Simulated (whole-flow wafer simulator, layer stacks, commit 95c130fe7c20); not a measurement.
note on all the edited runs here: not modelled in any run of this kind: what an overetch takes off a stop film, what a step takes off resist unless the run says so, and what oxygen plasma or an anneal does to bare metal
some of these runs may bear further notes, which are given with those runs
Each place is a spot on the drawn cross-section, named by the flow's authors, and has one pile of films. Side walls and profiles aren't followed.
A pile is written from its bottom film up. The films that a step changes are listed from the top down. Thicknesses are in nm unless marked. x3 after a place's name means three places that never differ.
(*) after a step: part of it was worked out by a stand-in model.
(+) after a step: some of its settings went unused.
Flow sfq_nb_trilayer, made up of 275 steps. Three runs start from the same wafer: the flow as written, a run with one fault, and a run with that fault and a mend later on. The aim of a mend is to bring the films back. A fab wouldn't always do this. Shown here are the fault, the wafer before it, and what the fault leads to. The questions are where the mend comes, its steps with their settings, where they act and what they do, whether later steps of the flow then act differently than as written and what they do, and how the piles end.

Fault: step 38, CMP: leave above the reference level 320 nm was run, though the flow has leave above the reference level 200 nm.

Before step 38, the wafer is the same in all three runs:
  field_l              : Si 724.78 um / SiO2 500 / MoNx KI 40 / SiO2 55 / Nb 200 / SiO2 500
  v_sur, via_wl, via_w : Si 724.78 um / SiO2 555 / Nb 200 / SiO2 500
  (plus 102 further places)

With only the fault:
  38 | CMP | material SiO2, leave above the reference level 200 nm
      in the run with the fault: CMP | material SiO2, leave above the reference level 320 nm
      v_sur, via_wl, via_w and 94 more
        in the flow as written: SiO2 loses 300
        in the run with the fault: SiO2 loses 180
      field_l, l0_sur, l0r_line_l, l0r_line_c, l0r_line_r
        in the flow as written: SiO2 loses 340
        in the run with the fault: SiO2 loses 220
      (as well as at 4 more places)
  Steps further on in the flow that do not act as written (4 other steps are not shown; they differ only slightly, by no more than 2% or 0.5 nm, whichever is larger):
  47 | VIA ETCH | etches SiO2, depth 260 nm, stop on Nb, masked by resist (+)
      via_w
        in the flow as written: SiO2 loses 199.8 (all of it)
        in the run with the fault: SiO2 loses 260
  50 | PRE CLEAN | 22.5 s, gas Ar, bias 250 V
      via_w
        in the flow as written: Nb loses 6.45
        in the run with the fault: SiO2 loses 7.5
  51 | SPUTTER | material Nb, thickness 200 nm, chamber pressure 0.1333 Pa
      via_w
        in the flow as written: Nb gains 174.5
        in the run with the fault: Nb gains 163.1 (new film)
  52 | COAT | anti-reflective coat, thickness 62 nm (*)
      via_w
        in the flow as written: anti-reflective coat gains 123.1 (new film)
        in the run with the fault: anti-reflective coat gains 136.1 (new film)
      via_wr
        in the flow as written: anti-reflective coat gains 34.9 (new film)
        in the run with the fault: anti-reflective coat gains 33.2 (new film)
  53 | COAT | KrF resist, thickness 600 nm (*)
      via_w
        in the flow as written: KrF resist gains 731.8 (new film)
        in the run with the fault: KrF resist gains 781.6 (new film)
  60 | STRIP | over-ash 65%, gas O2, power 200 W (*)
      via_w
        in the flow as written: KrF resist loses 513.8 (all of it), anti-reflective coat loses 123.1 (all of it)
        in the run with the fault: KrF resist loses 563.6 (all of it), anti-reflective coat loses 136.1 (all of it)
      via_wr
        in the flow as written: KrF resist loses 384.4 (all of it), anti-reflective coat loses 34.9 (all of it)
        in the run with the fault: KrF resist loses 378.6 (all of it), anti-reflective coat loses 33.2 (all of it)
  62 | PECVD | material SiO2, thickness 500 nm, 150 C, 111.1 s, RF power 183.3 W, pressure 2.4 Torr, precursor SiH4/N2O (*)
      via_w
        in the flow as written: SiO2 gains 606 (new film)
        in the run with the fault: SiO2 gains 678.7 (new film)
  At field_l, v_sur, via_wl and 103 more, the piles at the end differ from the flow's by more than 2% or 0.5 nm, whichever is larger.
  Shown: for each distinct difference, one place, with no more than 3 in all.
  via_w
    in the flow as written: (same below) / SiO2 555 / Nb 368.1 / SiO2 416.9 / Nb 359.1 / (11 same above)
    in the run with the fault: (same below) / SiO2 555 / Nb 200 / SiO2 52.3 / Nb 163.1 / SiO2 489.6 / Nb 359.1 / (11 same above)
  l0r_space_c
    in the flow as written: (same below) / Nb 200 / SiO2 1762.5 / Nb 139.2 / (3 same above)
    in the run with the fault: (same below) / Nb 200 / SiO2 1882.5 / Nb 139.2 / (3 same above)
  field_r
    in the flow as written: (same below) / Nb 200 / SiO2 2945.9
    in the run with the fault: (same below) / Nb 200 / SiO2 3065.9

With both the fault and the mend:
  After step 39 comes the mend.
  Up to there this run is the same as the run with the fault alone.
  39a | CMP | material SiO2, leave above the reference level 200 nm (the flow's step 38, run once more)
      field_l, v_sur, via_wl and 103 more
        SiO2 loses 120
  None of the later steps of the flow acts differently than as written at any place that is followed.
  At every place that both follow, the piles at the end match the flow's.
